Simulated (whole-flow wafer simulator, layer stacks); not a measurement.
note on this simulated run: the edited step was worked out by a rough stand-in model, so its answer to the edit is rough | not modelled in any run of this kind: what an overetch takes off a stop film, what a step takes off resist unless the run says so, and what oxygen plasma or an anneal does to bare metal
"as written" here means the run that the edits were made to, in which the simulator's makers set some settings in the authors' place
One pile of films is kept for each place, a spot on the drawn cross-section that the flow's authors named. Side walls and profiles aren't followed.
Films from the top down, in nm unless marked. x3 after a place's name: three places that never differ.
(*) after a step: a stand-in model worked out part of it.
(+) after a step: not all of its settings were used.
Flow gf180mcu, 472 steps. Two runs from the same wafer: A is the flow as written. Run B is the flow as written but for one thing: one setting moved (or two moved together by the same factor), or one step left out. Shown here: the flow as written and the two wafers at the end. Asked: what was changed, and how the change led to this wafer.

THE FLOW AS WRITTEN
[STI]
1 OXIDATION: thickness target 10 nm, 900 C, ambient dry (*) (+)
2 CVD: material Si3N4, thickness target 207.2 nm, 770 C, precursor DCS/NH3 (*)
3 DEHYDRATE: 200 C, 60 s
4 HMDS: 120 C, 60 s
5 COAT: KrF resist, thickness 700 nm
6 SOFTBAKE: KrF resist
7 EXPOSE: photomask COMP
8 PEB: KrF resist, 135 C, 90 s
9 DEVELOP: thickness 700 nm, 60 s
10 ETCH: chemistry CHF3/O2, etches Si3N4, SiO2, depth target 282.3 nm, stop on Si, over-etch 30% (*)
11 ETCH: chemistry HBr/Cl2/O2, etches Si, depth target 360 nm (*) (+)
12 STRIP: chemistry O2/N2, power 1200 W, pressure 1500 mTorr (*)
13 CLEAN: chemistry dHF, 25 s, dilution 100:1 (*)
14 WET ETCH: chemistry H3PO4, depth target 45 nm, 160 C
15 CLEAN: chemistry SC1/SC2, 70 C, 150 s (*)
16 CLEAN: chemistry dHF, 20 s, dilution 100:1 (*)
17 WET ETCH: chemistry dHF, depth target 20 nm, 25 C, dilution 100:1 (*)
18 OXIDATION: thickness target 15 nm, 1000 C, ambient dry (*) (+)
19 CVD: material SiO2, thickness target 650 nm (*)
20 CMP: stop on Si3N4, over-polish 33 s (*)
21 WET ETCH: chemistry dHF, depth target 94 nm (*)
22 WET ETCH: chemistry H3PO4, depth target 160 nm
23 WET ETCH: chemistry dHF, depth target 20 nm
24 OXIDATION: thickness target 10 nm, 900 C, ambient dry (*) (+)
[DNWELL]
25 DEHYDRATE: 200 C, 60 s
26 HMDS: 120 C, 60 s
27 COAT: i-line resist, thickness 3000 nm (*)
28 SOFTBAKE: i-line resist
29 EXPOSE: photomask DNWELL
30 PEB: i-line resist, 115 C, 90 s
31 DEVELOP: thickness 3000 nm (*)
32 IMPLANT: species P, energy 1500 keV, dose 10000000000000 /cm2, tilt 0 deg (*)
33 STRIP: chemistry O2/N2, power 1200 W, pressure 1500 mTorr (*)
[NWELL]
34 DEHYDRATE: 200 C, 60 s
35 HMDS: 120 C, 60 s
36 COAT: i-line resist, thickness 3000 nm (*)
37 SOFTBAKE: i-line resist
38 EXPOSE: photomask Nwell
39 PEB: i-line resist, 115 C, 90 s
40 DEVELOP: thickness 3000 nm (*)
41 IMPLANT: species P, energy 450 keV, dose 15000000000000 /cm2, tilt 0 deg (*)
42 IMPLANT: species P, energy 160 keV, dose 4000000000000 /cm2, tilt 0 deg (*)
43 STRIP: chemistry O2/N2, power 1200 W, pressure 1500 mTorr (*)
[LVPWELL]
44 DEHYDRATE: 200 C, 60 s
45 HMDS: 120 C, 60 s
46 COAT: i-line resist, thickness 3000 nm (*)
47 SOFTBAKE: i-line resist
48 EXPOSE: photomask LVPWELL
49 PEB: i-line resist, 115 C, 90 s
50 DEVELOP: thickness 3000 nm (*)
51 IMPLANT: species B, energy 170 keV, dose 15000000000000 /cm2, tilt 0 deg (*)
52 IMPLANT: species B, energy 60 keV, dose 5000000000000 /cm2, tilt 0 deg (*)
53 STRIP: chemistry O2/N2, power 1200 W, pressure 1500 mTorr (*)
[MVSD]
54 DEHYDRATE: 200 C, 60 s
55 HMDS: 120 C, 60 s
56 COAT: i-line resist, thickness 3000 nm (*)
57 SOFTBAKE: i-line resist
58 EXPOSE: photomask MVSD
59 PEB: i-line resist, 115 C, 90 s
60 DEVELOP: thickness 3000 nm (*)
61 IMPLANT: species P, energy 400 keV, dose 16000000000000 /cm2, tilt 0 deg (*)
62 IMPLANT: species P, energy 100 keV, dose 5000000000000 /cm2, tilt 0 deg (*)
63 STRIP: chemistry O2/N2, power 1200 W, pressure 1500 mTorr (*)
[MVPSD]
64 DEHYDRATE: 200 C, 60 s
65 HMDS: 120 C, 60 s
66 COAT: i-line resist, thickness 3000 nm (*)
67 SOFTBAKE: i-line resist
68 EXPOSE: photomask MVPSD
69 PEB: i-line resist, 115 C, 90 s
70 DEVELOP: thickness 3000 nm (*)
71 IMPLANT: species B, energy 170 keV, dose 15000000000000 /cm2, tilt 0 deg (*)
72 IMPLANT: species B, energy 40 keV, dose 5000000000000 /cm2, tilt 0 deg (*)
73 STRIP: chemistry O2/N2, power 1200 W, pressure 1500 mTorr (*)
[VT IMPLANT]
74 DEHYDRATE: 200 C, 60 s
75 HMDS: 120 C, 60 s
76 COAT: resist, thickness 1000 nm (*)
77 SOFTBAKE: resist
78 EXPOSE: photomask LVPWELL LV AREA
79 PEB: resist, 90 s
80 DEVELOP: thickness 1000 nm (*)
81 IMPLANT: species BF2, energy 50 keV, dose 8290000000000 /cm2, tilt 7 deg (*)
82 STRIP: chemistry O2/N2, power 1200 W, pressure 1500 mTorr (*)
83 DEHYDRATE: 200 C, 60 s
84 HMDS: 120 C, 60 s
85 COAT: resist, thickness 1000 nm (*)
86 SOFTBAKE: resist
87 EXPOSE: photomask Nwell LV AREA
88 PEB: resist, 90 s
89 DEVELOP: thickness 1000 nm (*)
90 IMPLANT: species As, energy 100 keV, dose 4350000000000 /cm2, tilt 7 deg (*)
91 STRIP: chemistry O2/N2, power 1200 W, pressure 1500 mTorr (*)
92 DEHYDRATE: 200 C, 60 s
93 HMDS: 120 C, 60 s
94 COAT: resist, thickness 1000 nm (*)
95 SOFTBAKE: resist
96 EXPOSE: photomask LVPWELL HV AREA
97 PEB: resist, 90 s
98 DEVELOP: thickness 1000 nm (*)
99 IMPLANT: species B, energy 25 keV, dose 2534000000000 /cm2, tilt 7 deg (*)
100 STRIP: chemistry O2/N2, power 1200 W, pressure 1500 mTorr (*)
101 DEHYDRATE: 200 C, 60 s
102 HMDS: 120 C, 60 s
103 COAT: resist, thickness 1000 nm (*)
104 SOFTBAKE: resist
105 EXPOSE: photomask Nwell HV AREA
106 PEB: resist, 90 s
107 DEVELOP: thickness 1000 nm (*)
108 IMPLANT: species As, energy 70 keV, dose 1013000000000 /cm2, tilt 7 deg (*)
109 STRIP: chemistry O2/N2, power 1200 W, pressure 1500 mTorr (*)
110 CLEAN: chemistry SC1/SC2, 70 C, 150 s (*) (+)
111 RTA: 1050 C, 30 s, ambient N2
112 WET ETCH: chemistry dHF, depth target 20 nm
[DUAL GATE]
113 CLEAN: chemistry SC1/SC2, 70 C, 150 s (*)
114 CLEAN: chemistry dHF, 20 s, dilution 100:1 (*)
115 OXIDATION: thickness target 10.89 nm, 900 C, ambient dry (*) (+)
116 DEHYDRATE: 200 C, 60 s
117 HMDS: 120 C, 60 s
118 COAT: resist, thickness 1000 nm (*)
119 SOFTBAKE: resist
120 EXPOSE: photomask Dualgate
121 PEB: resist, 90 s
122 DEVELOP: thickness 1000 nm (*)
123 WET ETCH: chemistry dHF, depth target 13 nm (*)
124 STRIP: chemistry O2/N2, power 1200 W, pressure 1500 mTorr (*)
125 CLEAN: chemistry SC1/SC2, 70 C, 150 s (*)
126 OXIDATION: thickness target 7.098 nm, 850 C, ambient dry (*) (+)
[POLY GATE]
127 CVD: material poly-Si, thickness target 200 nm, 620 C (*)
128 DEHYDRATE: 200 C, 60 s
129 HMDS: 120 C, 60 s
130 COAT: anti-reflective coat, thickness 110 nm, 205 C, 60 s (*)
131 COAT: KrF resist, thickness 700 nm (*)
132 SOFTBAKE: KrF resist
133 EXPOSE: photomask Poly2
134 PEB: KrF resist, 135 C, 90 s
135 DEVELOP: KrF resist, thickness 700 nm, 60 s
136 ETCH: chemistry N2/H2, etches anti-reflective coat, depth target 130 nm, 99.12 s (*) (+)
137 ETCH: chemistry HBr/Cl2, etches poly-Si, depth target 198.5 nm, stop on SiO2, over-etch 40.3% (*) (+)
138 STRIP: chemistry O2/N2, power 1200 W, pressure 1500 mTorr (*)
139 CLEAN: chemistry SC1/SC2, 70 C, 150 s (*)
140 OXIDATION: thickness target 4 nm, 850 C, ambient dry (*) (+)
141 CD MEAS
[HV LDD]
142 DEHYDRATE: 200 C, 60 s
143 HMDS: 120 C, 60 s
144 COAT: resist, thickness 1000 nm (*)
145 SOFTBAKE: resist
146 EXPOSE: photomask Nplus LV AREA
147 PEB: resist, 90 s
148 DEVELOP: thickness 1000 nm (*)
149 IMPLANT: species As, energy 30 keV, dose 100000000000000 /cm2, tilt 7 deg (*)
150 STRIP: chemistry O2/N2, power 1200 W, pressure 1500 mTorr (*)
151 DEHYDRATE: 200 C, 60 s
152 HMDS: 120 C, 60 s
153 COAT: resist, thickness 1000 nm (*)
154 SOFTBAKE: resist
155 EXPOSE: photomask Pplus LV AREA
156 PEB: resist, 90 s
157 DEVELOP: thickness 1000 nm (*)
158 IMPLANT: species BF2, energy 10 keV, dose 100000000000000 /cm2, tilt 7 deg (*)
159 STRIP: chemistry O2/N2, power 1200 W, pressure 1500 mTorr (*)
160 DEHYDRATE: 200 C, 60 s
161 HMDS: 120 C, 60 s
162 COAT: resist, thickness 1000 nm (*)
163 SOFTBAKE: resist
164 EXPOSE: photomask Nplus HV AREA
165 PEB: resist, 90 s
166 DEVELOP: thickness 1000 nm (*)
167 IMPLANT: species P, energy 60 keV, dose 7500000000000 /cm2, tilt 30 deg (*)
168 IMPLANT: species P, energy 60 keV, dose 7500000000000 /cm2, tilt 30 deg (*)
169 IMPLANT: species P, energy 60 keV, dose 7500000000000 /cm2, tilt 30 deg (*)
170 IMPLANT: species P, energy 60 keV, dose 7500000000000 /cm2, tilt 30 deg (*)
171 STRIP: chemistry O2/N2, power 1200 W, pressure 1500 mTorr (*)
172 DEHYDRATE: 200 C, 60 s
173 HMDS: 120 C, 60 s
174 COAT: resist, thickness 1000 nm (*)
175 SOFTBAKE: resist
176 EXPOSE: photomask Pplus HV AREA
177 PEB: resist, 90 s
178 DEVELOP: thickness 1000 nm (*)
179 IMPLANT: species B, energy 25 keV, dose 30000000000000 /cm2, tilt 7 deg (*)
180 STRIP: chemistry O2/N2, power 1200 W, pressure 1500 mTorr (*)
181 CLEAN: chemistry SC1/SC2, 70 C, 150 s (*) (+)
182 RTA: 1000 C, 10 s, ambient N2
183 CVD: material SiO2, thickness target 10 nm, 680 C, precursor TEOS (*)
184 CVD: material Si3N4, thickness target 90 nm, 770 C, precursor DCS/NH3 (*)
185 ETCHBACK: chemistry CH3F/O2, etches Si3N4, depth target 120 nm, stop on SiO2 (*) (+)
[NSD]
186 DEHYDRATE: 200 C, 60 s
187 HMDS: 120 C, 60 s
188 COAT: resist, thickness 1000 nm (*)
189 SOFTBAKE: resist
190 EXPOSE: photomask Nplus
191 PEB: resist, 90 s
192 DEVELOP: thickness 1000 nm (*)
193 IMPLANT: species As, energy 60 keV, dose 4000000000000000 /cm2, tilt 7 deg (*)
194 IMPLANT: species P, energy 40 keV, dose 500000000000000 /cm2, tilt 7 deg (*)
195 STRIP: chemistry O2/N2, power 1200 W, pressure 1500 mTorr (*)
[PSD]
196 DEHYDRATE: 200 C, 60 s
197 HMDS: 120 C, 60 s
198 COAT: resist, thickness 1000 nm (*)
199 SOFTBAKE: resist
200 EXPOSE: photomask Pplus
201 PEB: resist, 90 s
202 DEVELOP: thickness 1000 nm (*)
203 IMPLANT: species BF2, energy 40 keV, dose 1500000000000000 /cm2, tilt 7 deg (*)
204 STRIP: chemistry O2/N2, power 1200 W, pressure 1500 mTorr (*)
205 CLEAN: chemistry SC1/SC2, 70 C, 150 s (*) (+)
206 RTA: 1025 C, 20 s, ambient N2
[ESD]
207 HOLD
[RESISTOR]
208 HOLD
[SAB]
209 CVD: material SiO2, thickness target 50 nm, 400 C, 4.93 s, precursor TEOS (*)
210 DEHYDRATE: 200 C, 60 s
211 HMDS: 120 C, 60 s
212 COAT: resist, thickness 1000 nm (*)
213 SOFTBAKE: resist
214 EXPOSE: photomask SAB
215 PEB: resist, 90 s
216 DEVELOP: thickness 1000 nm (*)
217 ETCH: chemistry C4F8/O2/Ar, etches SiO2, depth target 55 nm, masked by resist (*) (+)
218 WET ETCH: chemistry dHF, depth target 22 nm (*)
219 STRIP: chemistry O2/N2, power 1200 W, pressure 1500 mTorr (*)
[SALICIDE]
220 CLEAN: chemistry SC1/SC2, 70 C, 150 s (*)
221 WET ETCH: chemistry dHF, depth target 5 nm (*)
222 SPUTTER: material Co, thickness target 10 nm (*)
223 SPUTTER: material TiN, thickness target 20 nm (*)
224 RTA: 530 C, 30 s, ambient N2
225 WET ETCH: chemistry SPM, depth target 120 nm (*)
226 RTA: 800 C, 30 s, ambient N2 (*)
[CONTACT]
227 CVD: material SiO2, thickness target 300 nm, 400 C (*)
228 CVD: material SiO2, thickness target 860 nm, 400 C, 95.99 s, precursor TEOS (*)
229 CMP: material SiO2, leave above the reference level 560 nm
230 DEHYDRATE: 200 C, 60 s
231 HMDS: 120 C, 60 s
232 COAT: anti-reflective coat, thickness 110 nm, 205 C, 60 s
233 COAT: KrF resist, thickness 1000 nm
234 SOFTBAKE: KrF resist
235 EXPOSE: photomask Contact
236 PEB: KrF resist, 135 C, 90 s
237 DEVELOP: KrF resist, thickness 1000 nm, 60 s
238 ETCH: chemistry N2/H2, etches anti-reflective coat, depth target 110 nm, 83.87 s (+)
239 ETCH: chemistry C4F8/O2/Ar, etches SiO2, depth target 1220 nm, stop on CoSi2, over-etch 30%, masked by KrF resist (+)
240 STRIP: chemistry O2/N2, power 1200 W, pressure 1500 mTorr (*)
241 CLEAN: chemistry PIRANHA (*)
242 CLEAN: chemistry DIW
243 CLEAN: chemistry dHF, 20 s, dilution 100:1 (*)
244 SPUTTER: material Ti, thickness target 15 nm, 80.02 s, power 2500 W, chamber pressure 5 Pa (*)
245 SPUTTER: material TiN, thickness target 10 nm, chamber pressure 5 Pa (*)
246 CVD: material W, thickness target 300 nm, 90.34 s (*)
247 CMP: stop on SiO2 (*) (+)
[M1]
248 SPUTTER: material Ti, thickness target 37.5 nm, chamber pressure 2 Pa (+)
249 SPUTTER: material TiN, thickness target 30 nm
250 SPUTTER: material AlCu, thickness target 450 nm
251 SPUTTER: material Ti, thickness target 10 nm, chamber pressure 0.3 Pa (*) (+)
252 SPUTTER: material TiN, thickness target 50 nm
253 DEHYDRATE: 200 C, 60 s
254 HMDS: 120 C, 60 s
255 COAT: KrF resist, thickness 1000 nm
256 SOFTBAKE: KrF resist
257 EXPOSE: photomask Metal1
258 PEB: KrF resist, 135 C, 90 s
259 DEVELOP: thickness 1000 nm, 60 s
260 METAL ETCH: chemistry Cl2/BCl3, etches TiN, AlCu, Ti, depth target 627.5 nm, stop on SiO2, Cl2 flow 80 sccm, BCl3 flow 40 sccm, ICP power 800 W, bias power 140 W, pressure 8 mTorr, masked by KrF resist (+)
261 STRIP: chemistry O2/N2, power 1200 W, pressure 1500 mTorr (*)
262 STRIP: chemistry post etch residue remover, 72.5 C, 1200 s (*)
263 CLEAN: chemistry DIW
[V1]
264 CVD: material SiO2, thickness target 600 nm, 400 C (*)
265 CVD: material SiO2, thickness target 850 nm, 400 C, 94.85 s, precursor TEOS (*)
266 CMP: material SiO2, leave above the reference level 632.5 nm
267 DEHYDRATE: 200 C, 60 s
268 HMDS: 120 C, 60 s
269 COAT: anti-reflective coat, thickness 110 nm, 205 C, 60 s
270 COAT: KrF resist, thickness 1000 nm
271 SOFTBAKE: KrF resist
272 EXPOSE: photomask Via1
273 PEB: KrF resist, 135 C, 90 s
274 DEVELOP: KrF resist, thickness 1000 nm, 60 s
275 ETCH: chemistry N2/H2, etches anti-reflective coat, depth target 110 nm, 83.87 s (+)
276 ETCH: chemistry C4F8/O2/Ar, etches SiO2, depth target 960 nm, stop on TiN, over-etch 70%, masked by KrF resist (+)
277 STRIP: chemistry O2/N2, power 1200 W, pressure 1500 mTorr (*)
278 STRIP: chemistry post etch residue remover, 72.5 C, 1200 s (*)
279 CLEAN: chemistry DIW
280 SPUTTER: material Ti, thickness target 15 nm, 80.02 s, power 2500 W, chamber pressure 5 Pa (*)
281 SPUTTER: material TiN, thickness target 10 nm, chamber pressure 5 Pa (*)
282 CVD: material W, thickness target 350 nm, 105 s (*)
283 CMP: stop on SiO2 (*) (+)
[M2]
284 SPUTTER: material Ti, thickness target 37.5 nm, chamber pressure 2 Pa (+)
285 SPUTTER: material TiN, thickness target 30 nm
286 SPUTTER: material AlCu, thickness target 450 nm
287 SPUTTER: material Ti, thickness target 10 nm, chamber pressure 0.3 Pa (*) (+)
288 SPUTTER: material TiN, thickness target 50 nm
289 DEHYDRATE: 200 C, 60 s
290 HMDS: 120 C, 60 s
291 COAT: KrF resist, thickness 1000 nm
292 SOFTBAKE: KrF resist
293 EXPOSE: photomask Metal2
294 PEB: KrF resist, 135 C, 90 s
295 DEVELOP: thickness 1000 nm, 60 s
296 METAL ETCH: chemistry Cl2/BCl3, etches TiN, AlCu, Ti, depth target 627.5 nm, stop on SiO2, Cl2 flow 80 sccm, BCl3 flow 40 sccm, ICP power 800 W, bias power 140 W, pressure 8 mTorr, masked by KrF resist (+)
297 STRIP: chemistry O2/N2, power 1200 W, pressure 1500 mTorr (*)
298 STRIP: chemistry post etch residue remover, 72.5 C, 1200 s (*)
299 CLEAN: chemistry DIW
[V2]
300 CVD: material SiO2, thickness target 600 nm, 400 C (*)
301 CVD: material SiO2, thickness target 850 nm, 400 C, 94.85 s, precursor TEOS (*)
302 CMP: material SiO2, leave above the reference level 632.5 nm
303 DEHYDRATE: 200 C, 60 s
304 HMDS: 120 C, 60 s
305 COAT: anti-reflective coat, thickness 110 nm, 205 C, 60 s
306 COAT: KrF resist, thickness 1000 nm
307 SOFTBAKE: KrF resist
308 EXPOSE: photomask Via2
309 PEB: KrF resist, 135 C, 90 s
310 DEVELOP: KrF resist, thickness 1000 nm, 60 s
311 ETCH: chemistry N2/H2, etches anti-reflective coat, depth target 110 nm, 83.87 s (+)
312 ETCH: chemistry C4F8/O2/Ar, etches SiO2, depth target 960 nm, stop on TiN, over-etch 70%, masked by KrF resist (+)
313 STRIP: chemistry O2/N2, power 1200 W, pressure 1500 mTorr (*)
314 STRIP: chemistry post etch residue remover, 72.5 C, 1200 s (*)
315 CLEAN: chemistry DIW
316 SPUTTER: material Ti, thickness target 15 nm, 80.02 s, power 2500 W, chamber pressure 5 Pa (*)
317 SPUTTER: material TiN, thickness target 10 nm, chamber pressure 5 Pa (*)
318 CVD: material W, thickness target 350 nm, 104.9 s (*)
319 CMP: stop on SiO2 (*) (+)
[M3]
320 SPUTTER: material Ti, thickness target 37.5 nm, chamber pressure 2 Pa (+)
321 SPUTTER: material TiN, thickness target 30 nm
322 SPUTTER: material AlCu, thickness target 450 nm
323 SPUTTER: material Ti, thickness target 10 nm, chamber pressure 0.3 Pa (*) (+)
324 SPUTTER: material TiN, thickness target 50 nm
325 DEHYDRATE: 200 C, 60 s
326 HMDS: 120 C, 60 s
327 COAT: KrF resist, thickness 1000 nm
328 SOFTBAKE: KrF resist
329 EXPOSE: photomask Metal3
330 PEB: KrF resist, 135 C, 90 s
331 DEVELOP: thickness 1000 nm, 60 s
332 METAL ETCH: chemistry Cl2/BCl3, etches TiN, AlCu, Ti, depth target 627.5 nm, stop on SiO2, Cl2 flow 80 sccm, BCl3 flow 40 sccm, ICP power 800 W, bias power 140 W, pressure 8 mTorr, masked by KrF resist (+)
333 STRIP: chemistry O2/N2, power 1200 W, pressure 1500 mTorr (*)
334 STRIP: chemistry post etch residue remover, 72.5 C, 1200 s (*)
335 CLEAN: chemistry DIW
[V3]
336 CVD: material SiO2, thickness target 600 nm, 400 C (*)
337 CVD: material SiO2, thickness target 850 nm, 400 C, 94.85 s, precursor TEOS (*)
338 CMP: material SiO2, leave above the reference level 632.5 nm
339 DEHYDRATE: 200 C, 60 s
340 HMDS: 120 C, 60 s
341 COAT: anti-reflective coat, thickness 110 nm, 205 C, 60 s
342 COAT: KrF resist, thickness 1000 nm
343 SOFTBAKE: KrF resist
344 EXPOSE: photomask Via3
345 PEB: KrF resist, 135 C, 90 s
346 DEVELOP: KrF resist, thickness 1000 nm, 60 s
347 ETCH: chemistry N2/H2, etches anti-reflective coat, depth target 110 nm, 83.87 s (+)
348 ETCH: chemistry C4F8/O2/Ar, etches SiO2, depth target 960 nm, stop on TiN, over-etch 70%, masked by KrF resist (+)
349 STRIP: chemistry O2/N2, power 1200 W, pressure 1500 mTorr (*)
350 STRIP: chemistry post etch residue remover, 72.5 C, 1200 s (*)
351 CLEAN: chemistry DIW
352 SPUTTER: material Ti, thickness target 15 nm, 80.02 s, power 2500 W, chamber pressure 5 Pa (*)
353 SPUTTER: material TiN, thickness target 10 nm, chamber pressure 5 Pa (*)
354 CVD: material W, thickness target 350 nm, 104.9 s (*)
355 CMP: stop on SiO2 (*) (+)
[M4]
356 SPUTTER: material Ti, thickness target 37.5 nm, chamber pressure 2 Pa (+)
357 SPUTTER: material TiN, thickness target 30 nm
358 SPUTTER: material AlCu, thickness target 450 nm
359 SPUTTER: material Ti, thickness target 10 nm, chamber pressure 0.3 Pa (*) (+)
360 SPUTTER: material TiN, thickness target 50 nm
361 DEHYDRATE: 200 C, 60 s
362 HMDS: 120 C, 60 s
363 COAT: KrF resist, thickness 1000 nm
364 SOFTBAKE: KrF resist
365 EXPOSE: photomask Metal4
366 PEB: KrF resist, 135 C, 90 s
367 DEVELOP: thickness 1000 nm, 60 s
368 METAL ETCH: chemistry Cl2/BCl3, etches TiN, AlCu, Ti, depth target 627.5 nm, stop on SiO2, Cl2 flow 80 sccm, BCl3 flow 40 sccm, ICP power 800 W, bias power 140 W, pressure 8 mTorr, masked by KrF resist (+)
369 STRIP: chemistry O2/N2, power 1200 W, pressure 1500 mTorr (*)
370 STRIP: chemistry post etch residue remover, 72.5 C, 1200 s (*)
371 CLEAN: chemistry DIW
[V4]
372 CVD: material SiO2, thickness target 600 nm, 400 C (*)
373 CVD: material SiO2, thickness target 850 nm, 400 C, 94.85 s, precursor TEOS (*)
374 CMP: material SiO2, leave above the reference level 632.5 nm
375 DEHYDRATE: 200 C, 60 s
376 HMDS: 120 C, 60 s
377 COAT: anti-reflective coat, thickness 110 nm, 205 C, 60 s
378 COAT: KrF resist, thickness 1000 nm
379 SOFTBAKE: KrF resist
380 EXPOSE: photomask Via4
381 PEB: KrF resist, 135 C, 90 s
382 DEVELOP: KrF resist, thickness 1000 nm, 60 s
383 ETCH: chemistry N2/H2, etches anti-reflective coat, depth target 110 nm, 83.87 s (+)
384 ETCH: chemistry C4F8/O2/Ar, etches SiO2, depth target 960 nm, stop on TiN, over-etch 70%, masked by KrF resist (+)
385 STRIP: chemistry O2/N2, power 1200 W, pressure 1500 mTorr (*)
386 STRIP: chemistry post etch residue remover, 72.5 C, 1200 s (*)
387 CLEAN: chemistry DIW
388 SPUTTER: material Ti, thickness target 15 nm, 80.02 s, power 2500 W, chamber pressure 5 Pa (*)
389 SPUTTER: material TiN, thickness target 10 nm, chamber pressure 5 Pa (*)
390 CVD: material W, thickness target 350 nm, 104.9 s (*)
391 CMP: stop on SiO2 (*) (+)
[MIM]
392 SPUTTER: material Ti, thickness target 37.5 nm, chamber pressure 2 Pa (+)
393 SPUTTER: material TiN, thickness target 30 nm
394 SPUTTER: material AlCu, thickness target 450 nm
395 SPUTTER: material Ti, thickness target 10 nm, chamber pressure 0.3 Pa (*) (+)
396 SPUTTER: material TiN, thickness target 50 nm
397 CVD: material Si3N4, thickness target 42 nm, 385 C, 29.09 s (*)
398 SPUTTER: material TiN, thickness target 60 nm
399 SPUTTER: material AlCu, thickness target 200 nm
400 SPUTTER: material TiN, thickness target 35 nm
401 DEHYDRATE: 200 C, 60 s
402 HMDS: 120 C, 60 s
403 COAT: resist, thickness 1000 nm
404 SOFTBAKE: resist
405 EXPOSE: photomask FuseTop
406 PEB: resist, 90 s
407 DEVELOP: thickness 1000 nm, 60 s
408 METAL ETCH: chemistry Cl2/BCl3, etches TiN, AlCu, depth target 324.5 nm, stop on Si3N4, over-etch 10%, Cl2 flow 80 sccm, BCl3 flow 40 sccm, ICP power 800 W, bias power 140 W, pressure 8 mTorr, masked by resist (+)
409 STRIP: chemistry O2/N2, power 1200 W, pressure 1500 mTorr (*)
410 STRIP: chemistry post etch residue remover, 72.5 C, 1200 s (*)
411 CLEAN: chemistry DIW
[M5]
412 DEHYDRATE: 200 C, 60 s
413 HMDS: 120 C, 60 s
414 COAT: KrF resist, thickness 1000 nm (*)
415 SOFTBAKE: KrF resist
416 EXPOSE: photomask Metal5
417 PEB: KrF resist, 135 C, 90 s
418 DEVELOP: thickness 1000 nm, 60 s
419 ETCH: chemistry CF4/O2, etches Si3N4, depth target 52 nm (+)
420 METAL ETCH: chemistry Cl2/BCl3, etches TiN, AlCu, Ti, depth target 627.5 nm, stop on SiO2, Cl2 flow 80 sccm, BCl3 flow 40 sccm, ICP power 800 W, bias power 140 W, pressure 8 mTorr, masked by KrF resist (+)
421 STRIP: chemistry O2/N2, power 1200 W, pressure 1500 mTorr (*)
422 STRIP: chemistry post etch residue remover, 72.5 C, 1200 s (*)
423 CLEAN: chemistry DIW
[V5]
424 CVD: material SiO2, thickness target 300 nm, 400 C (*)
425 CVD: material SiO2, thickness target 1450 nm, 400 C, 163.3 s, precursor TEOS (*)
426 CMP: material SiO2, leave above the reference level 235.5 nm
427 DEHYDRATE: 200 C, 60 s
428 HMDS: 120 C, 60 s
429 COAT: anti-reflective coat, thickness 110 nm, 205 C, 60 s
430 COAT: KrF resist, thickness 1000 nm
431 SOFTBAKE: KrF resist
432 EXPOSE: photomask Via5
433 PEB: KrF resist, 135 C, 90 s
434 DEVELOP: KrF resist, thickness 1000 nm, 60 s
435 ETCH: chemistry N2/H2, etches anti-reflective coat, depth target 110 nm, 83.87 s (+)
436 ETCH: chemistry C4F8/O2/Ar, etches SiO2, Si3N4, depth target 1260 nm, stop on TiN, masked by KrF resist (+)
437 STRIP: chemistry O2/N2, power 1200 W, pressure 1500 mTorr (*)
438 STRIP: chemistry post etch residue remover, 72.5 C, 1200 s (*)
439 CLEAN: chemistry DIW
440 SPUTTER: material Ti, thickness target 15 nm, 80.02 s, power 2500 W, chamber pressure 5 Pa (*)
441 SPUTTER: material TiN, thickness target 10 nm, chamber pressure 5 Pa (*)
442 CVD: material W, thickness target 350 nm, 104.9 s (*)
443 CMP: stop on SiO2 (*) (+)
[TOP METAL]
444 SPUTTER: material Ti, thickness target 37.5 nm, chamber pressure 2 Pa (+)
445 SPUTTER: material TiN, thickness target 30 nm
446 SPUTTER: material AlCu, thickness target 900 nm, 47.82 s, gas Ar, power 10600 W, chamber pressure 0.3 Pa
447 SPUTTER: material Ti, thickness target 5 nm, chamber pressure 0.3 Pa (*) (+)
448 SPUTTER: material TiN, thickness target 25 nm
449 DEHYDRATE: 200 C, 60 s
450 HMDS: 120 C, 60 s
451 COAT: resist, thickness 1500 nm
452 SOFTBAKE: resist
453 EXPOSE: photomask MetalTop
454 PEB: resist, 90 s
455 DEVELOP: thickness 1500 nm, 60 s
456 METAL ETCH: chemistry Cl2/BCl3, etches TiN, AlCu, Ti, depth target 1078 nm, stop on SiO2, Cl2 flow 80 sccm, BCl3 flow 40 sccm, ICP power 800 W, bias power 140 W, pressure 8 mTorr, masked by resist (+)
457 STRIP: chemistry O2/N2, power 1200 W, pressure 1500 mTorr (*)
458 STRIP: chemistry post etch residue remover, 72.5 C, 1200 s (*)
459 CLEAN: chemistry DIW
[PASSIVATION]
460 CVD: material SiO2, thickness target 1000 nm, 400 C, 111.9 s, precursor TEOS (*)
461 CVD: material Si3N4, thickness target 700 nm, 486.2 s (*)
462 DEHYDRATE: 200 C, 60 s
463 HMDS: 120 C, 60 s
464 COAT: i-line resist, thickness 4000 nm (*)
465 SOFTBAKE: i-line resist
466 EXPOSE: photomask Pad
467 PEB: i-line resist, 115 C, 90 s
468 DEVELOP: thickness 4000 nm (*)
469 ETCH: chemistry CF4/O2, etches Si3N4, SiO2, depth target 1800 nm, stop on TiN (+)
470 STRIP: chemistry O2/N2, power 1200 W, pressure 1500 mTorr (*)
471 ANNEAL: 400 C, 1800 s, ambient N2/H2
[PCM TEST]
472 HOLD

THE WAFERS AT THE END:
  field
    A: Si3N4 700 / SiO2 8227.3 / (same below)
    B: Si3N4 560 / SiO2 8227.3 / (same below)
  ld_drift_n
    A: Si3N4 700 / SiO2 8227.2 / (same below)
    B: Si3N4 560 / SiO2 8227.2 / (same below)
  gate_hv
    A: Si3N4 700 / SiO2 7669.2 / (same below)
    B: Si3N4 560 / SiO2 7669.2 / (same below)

The cause: step 461, CVD: thickness target 560 nm was run, where the flow has thickness target 700 nm.
It can be read off the wafer: field has Si3N4 560, and step 461 as written asks for 700 nm.

How the change led to this, step by step:
  461 CVD: material Si3N4, thickness target 700 nm, 486.2 s (*)
      field, field__w1, field__w2 and 109 more: A Si3N4 +700 (new film) | B Si3N4 +560 (new film)
  465 SOFTBAKE: i-line resist
      field_sub__w4: A i-line resist +35 | B i-line resist +34.3
      gate_nat: A i-line resist -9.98 | B i-line resist -9.33
      (and at 2 more places)
  469 ETCH: chemistry CF4/O2, etches Si3N4, SiO2, depth target 1800 nm, stop on TiN (+)
      pad: A Si3N4 -700 (all of it), SiO2 -1000 (all of it) | B Si3N4 -560 (all of it), SiO2 -1000 (all of it)
